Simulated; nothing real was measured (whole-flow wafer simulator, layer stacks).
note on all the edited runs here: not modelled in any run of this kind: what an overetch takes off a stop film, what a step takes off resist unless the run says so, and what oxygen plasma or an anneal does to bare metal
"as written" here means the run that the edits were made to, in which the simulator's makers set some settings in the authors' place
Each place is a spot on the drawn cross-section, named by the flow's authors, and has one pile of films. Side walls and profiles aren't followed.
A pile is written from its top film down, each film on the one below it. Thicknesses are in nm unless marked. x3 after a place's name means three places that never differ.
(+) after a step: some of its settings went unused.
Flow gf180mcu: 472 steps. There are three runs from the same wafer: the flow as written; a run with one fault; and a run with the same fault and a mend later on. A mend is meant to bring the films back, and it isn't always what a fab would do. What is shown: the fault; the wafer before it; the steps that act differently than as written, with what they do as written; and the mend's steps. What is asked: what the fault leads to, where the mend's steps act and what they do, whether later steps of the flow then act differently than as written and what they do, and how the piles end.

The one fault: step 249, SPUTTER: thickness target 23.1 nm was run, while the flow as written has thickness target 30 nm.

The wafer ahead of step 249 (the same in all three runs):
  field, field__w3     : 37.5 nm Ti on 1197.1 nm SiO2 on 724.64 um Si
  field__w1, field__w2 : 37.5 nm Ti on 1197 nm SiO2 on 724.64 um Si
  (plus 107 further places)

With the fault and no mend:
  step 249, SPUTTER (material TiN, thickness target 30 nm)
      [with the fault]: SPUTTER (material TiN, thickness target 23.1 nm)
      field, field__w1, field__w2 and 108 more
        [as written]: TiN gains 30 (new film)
        [with the fault]: TiN gains 23.1 (new film)
  Steps later in the flow that act otherwise than as written:
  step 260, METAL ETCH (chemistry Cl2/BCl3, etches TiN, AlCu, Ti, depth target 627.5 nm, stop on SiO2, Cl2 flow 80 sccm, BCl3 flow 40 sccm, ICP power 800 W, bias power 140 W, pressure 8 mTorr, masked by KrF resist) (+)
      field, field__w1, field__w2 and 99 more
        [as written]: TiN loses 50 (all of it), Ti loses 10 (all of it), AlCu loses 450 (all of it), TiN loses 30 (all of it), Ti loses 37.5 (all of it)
        [with the fault]: TiN loses 50 (all of it), Ti loses 10 (all of it), AlCu loses 450 (all of it), TiN loses 23.1 (all of it), Ti loses 37.5 (all of it)
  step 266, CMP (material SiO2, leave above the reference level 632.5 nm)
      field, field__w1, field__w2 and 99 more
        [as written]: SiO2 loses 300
        [with the fault]: SiO2 loses 306.9
  By the end, the piles at field__w8, contact, m1 and 6 more depart from the flow's by more than 2% or 0.5 nm, whichever is larger.
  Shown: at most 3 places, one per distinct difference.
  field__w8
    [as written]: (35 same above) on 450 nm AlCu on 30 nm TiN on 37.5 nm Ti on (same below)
    [with the fault]: (35 same above) on 450 nm AlCu on 23.1 nm TiN on 37.5 nm Ti on (same below)
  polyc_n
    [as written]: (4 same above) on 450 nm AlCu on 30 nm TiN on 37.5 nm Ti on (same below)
    [with the fault]: (4 same above) on 450 nm AlCu on 23.1 nm TiN on 37.5 nm Ti on (same below)
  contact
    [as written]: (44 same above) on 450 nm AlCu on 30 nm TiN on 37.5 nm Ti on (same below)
    [with the fault]: (44 same above) on 450 nm AlCu on 23.1 nm TiN on 37.5 nm Ti on (same below)

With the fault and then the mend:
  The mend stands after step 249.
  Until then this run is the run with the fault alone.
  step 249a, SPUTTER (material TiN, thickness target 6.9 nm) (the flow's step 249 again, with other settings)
      field, field__w1, field__w2 and 108 more
        TiN gains 6.9
  None of the later steps of the flow acts differently than as written at any place that is followed.
  By the end, the piles equal the flow's at every place that both follow.
